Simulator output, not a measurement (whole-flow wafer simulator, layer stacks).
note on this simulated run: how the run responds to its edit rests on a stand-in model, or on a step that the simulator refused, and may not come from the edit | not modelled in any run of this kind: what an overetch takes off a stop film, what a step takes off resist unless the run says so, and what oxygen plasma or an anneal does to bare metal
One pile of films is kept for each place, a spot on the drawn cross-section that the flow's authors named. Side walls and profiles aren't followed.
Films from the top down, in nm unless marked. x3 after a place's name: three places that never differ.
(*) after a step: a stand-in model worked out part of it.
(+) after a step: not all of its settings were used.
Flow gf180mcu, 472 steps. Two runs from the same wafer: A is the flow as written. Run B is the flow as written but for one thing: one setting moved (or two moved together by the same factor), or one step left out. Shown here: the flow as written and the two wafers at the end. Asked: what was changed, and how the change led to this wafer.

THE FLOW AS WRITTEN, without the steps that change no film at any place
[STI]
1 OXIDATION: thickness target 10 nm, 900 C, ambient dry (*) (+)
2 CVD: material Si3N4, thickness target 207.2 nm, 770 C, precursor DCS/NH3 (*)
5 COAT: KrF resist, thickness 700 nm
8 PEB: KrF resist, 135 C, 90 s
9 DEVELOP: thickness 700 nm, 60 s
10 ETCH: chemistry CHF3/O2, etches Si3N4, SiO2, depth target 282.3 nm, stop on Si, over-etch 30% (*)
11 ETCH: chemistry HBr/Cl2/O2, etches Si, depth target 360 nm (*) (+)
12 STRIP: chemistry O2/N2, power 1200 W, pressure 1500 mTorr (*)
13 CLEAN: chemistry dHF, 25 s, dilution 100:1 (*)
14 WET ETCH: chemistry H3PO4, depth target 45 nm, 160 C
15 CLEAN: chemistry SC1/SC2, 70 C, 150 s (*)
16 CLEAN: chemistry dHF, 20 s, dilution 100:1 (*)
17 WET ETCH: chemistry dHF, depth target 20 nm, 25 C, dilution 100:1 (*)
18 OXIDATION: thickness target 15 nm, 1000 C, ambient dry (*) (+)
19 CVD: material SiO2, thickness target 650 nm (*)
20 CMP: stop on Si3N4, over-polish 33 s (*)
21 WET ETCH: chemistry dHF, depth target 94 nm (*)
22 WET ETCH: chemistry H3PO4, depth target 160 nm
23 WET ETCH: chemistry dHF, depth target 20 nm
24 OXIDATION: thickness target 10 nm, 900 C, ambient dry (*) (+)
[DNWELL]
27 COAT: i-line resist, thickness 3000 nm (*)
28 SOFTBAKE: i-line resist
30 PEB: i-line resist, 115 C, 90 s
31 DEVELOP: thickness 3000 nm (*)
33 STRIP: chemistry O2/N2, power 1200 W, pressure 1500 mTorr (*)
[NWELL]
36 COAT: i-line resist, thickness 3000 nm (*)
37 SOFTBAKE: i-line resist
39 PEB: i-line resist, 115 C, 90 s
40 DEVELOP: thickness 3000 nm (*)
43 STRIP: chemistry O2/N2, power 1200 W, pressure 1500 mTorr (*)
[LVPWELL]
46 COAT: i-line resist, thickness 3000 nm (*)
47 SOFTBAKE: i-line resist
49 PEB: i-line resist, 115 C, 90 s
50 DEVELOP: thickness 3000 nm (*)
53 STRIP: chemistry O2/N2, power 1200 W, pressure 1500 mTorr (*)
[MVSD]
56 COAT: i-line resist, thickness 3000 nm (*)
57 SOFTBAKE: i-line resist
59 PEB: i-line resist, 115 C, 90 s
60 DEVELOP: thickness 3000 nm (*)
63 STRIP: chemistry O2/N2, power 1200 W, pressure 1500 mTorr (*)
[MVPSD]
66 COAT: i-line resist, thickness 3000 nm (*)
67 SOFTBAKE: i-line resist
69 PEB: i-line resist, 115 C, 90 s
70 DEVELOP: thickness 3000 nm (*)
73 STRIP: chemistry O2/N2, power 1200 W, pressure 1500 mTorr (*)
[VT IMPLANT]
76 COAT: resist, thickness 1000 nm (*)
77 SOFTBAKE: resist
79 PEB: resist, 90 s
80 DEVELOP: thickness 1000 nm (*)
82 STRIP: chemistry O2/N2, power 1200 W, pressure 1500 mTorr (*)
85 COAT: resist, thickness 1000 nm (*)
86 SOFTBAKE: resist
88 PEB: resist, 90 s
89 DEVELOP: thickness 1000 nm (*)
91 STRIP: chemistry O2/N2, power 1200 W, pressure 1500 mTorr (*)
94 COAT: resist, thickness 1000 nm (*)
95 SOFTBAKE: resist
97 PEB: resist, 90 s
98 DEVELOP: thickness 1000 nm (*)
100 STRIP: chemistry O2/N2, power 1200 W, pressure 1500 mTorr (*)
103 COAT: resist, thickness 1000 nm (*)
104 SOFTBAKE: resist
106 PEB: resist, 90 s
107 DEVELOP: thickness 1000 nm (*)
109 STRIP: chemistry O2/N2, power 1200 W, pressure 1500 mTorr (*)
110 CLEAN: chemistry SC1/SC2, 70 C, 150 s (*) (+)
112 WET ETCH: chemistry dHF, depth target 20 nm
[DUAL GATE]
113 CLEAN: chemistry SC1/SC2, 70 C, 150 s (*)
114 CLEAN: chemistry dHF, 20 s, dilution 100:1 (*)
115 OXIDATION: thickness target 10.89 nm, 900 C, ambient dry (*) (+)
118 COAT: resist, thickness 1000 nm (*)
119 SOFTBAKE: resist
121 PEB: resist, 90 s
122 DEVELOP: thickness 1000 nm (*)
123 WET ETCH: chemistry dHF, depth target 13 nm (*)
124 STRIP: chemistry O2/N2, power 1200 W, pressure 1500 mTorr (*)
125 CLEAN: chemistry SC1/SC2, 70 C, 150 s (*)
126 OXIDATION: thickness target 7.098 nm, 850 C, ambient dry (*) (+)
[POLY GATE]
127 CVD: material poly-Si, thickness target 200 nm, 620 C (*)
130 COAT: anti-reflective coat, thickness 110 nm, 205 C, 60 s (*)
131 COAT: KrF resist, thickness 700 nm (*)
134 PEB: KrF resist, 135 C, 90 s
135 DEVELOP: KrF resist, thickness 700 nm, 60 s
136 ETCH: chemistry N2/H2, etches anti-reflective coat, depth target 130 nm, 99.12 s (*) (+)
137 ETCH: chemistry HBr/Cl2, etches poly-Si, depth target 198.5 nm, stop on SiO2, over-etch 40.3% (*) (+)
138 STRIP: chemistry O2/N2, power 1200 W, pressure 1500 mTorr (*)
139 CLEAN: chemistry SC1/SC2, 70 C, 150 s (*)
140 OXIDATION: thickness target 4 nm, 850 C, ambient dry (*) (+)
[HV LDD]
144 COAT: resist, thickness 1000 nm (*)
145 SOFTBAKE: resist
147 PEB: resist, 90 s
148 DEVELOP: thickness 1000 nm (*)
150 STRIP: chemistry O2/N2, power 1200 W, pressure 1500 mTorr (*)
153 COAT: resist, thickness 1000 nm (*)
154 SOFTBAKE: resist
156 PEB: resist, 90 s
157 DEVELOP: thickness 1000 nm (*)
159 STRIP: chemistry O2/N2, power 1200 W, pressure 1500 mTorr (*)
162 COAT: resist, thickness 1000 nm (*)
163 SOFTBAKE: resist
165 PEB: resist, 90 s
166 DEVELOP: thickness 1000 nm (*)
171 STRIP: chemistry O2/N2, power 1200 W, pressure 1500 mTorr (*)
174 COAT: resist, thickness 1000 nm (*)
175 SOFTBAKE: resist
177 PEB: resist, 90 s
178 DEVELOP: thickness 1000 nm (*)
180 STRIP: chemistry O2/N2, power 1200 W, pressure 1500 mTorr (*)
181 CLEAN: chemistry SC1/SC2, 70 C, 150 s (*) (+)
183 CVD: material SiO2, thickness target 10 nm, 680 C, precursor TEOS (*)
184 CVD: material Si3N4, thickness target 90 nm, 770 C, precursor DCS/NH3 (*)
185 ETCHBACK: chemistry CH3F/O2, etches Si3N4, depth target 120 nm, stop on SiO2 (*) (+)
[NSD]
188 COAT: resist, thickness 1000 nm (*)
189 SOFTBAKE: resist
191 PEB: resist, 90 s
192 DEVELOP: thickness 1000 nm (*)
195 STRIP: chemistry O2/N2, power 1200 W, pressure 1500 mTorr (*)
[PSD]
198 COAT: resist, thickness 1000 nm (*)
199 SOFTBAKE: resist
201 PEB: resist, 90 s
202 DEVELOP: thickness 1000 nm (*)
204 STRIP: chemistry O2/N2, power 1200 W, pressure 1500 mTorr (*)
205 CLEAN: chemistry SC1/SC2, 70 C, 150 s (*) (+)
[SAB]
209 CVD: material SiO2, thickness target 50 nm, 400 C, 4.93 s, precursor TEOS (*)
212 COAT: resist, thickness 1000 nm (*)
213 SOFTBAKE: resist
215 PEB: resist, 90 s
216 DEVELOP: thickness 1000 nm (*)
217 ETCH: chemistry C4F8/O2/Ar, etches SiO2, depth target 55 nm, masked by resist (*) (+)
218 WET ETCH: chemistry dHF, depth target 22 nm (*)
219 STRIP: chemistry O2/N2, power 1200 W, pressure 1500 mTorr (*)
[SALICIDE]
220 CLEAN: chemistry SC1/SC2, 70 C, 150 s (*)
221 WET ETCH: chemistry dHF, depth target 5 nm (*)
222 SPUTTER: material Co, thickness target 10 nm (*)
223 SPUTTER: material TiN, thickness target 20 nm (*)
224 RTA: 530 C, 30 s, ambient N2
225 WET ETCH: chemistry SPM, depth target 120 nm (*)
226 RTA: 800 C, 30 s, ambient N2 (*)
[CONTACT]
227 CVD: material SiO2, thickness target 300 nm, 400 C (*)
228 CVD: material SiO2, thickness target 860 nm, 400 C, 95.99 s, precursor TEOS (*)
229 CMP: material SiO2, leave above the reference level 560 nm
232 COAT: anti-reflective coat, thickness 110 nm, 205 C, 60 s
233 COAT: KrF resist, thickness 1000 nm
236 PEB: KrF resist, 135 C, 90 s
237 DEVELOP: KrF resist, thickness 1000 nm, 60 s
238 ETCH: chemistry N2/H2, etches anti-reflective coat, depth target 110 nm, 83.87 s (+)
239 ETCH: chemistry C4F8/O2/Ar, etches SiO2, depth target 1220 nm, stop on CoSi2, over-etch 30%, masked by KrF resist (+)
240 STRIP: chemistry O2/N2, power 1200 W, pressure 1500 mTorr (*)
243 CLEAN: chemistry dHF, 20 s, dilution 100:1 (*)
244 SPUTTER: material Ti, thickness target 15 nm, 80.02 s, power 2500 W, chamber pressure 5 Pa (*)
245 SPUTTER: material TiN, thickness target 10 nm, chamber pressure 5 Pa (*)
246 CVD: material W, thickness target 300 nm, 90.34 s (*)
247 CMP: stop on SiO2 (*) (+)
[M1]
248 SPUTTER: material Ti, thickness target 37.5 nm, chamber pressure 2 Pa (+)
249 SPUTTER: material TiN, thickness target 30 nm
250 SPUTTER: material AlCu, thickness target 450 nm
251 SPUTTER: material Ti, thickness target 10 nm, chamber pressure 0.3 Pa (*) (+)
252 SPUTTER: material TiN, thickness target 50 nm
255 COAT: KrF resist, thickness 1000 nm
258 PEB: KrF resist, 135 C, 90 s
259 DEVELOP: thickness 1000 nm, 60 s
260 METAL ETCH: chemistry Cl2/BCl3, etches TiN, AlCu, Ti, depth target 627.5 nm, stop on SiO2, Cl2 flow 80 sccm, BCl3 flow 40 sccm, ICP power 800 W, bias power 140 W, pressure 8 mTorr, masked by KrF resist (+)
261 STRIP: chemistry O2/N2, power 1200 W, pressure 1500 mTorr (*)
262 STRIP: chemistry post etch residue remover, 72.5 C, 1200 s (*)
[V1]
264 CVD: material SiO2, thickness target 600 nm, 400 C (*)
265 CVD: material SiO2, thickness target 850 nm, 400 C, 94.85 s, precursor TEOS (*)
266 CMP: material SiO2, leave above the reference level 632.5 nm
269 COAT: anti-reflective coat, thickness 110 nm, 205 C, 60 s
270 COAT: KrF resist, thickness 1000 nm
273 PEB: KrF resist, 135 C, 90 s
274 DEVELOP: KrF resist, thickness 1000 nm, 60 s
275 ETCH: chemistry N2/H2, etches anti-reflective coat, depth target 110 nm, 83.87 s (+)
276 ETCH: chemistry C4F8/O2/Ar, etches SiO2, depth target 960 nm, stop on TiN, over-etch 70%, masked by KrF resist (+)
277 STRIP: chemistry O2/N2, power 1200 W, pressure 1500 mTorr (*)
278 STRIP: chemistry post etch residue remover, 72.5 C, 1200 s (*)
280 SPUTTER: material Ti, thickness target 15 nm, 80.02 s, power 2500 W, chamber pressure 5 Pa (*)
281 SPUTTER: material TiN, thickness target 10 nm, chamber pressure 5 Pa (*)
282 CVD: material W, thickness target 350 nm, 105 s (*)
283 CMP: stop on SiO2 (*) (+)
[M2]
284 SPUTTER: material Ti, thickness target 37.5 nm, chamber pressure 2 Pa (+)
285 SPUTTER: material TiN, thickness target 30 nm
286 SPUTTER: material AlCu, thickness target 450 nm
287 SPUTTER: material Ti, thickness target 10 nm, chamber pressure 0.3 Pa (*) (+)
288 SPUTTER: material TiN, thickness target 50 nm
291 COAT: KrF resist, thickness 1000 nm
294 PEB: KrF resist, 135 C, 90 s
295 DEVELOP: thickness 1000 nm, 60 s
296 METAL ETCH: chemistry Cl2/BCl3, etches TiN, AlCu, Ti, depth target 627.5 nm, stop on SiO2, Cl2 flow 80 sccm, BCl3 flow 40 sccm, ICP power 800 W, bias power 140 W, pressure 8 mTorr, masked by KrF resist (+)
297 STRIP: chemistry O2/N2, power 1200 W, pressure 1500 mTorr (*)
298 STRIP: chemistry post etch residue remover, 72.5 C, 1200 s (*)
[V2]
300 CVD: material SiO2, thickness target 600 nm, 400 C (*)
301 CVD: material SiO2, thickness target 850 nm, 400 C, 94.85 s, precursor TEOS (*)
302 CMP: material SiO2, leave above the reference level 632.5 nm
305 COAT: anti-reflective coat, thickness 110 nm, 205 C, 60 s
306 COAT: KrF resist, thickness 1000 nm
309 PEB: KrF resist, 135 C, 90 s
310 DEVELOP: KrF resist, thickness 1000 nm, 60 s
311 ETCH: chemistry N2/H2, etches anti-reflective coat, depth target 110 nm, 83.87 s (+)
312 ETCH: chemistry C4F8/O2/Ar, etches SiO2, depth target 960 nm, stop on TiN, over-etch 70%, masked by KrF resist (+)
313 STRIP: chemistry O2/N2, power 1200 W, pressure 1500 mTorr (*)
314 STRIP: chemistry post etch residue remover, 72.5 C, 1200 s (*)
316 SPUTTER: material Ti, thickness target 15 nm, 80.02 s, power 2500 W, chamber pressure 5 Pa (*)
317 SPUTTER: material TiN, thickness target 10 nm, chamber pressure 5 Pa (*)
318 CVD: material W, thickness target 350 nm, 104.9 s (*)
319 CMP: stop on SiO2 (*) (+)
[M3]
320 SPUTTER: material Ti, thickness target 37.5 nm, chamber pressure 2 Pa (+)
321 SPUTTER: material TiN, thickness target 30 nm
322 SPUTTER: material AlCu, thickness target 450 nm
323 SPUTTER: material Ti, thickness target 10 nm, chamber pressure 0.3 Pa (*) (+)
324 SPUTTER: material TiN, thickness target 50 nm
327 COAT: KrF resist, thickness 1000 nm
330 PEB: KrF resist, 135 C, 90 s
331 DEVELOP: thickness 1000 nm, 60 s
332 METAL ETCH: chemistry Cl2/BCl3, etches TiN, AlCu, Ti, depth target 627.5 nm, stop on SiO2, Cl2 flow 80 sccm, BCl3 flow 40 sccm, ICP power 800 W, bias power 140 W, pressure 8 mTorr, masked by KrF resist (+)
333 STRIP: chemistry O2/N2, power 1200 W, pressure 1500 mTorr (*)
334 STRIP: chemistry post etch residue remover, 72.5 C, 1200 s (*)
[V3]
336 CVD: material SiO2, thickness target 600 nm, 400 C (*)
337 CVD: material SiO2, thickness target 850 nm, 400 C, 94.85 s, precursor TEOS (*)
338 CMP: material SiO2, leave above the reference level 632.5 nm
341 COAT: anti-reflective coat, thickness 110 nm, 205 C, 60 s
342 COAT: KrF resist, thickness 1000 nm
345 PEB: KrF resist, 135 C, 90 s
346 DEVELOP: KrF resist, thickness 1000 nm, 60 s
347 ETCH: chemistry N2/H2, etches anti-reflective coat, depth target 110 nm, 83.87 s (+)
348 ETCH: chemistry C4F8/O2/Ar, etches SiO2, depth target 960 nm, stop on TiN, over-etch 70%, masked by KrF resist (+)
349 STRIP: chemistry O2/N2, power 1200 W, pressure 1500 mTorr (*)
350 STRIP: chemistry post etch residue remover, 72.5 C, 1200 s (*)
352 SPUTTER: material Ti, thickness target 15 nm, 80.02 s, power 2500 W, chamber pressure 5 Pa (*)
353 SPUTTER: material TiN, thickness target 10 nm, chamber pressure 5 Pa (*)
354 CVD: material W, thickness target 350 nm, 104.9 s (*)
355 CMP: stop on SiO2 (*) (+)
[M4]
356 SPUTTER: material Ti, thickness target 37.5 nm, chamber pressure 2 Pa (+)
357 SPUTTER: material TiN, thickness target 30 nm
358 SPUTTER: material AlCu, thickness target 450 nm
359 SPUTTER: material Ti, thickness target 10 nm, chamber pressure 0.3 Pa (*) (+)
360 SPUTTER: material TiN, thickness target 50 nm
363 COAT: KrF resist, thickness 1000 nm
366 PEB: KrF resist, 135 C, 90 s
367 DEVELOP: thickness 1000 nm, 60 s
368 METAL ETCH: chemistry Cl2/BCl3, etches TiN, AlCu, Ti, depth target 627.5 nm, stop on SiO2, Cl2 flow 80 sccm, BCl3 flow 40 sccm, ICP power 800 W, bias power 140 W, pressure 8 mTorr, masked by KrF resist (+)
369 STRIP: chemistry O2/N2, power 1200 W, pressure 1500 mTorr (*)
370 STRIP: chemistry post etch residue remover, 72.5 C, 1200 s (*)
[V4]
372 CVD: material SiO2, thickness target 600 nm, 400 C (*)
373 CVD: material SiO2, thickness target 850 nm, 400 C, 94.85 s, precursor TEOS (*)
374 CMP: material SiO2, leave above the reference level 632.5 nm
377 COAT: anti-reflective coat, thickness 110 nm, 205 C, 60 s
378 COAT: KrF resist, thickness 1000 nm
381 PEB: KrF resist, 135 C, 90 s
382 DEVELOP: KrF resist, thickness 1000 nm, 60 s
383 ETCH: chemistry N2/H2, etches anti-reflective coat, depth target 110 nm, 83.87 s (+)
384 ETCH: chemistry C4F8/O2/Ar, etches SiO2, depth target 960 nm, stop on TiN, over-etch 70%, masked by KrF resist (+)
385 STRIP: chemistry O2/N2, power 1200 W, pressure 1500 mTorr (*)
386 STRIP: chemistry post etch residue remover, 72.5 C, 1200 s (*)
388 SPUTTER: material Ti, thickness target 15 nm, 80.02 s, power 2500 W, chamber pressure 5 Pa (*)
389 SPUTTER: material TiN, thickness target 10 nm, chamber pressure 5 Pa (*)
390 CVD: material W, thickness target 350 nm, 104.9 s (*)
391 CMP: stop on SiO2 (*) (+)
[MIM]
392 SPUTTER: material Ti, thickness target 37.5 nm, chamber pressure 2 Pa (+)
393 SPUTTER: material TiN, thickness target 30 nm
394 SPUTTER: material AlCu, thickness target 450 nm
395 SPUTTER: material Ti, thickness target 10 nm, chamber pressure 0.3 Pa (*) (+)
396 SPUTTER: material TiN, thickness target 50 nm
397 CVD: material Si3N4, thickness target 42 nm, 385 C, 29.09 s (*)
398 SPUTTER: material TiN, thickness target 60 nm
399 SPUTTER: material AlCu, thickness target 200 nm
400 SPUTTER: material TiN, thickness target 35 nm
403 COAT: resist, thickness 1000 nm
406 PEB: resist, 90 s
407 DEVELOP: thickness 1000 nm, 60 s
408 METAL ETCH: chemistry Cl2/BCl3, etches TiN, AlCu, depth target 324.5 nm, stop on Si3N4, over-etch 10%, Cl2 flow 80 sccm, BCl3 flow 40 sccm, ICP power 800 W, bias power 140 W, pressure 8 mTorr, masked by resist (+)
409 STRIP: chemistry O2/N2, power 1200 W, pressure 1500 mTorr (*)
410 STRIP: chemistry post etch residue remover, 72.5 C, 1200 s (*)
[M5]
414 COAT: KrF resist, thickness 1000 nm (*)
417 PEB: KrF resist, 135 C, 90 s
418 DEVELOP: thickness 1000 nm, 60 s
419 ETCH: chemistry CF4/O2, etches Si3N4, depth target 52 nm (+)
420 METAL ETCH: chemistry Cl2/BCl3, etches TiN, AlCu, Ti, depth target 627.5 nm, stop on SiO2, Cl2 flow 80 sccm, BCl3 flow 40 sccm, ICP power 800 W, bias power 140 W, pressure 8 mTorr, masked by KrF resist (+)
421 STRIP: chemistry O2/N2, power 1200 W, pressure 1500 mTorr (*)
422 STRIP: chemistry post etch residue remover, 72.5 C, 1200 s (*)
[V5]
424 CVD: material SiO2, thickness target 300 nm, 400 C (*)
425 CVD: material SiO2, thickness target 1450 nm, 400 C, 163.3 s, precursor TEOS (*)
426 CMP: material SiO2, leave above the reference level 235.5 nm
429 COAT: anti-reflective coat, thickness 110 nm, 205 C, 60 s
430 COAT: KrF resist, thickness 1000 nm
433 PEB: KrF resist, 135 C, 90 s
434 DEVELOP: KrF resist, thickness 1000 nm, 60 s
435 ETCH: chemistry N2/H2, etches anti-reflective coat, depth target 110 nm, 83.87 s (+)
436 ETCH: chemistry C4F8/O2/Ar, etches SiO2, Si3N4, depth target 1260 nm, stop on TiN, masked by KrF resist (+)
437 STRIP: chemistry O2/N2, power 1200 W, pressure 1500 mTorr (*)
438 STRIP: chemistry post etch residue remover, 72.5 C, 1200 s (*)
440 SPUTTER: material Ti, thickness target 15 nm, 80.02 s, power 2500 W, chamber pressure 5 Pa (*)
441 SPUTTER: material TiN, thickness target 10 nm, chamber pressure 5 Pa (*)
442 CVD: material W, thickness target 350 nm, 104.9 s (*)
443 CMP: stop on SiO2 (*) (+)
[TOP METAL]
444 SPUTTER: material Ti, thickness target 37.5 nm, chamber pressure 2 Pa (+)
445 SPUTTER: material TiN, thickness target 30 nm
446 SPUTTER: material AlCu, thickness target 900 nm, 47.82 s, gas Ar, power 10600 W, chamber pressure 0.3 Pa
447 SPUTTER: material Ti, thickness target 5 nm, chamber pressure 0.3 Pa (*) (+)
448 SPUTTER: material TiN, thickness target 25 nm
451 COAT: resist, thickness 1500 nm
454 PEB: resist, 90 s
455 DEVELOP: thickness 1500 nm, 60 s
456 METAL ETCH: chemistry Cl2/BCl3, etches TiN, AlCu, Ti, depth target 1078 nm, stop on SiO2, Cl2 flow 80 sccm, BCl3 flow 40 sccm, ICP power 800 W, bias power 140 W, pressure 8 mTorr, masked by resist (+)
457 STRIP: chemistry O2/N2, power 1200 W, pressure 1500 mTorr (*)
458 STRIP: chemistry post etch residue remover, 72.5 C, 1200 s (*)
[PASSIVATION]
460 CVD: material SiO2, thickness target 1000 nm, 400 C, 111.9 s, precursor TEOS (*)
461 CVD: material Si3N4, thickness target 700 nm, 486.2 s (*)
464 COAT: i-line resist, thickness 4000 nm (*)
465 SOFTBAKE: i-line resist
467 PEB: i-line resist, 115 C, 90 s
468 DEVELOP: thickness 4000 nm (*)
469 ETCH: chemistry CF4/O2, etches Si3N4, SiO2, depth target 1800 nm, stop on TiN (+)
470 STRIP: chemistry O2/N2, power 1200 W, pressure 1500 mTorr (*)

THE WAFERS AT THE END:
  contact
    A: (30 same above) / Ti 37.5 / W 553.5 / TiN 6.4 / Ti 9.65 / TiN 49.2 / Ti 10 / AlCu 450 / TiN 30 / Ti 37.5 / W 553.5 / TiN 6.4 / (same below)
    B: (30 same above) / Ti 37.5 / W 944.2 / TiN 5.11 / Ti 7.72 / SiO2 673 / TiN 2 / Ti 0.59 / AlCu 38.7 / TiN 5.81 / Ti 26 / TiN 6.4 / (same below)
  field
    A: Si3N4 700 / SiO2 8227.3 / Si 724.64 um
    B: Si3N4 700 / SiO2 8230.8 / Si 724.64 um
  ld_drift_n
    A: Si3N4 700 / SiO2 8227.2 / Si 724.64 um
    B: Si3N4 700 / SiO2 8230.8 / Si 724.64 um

The cause: step 282, CVD: material W, thickness target 350 nm, 105 s (*), was left out.

How the change led to this, step by step:
  283 CMP: stop on SiO2 (*) (+)
      field, field__w1, field__w2 and 107 more: A W -350 (all of it), TiN -10 (all of it), Ti -15 (all of it), SiO2 -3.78 | B TiN -10 (all of it), Ti -15 (all of it), SiO2 -0.25
      contact: A W -378.8 | B nothing
  284 SPUTTER: material Ti, thickness target 37.5 nm, chamber pressure 2 Pa (+)
      contact: A Ti +37.5 (new film) | B Ti +26 (new film)
  285 SPUTTER: material TiN, thickness target 30 nm
      contact: A TiN +30 (new film) | B TiN +5.81 (new film)
  286 SPUTTER: material AlCu, thickness target 450 nm
      contact: A AlCu +450 (new film) | B AlCu +38.7 (new film)
  287 SPUTTER: material Ti, thickness target 10 nm, chamber pressure 0.3 Pa (*) (+)
      contact: A Ti +10 (new film) | B Ti +0.59 (new film)
  288 SPUTTER: material TiN, thickness target 50 nm
      contact: A TiN +50 (new film) | B TiN +2.42 (new film)
  291 COAT: KrF resist, thickness 1000 nm
      field__w1, field__w8: A KrF resist +1000 (new film) | B KrF resist +950 (new film)
      n_well: A KrF resist +1000 (new film) | B KrF resist +969.9 (new film)
      (and at 7 more places)
  294 PEB: KrF resist, 135 C, 90 s
      contact: A KrF resist -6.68 | B KrF resist -15.6
      m1: A KrF resist -6.68 | B KrF resist -6.01
  295 DEVELOP: thickness 1000 nm, 60 s
      field__w1: A KrF resist -993.3 (all of it) | B KrF resist -943.7 (all of it)
      n_well: A KrF resist -993.3 (all of it) | B KrF resist -963.4 (all of it)
      (and at 4 more places)
  297 STRIP: chemistry O2/N2, power 1200 W, pressure 1500 mTorr (*)
      field__w8: A KrF resist -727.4 (all of it) | B KrF resist -677.7 (all of it)
      contact: A KrF resist -727.4 (all of it) | B KrF resist -1718 (all of it)
      (and at 2 more places)
  300 CVD: material SiO2, thickness target 600 nm, 400 C (*)
      contact: A SiO2 +600 (new film) | B SiO2 +1083.8 (new film)
  302 CMP: material SiO2, leave above the reference level 632.5 nm
      contact: A SiO2 -877.1 | B SiO2 -300
  312 ETCH: chemistry C4F8/O2/Ar, etches SiO2, depth target 960 nm, stop on TiN, over-etch 70%, masked by KrF resist (+)
      contact: A SiO2 -572.1 (all of it) | B SiO2 -960
  316 SPUTTER: material Ti, thickness target 15 nm, 80.02 s, power 2500 W, chamber pressure 5 Pa (*)
      contact: A Ti +9.65 (new film) | B Ti +7.72 (new film)
  317 SPUTTER: material TiN, thickness target 10 nm, chamber pressure 5 Pa (*)
      contact: A TiN +6.4 (new film) | B TiN +5.11 (new film)
  318 CVD: material W, thickness target 350 nm, 104.9 s (*)
      contact: A W +932.3 (new film) | B W +1323 (new film)
Counting metal films that touch as one body, contact has 2 bodies (between them, from the top down: SiO2 673); the flow as written gives 1 body.
